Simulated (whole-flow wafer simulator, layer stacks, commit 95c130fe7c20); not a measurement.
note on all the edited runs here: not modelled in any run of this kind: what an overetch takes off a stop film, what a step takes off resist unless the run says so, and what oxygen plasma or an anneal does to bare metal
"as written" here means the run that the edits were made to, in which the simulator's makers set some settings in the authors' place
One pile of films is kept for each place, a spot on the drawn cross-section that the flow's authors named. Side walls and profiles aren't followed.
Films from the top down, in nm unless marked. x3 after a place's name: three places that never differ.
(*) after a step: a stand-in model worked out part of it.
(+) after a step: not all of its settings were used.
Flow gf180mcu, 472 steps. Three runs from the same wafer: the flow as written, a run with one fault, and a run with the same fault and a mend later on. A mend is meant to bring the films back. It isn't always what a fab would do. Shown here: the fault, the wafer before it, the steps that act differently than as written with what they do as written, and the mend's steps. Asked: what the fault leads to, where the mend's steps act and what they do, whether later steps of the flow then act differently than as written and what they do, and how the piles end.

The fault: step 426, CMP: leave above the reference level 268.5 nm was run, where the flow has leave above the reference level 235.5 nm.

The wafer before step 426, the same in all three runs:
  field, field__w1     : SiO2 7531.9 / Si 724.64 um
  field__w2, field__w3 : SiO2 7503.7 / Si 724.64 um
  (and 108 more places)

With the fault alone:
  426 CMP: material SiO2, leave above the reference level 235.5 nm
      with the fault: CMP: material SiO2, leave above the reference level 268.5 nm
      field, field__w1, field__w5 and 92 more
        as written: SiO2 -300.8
        with the fault: SiO2 -267.8
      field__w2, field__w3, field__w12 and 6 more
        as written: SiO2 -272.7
        with the fault: SiO2 -239.7
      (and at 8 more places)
  Later steps of the flow that act differently than as written (2 more steps differ only slightly, by at most 2% or 0.5 nm, whichever is larger, and aren't shown):
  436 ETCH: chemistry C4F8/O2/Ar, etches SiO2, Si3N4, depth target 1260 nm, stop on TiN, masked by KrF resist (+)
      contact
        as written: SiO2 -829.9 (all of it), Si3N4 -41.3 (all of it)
        with the fault: SiO2 -862.9 (all of it), Si3N4 -41.3 (all of it)
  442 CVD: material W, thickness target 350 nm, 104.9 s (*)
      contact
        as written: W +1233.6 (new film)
        with the fault: W +1266.8 (new film)
  At the end the piles differ from the flow's by more than 2% or 0.5 nm, whichever is larger, at field__w8, contact, m1, m1__w1, mim, m1_nw.
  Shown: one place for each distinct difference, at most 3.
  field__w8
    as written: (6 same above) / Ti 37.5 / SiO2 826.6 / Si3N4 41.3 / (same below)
    with the fault: (6 same above) / Ti 37.5 / SiO2 859.6 / Si3N4 41.3 / (same below)
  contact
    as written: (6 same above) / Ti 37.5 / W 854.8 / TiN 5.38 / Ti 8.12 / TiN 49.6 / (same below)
    with the fault: (6 same above) / Ti 37.5 / W 888 / TiN 5.28 / Ti 7.97 / TiN 49.6 / (same below)
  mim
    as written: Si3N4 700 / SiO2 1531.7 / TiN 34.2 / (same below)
    with the fault: Si3N4 700 / SiO2 1564.7 / TiN 34.2 / (same below)

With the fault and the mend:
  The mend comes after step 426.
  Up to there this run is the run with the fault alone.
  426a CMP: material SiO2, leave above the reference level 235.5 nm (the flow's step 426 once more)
      field, field__w1, field__w2 and 109 more
        SiO2 -33
  No later step of the flow acts differently than as written at any place that is followed.
  At the end the piles are the same as the flow's at every place that both follow.
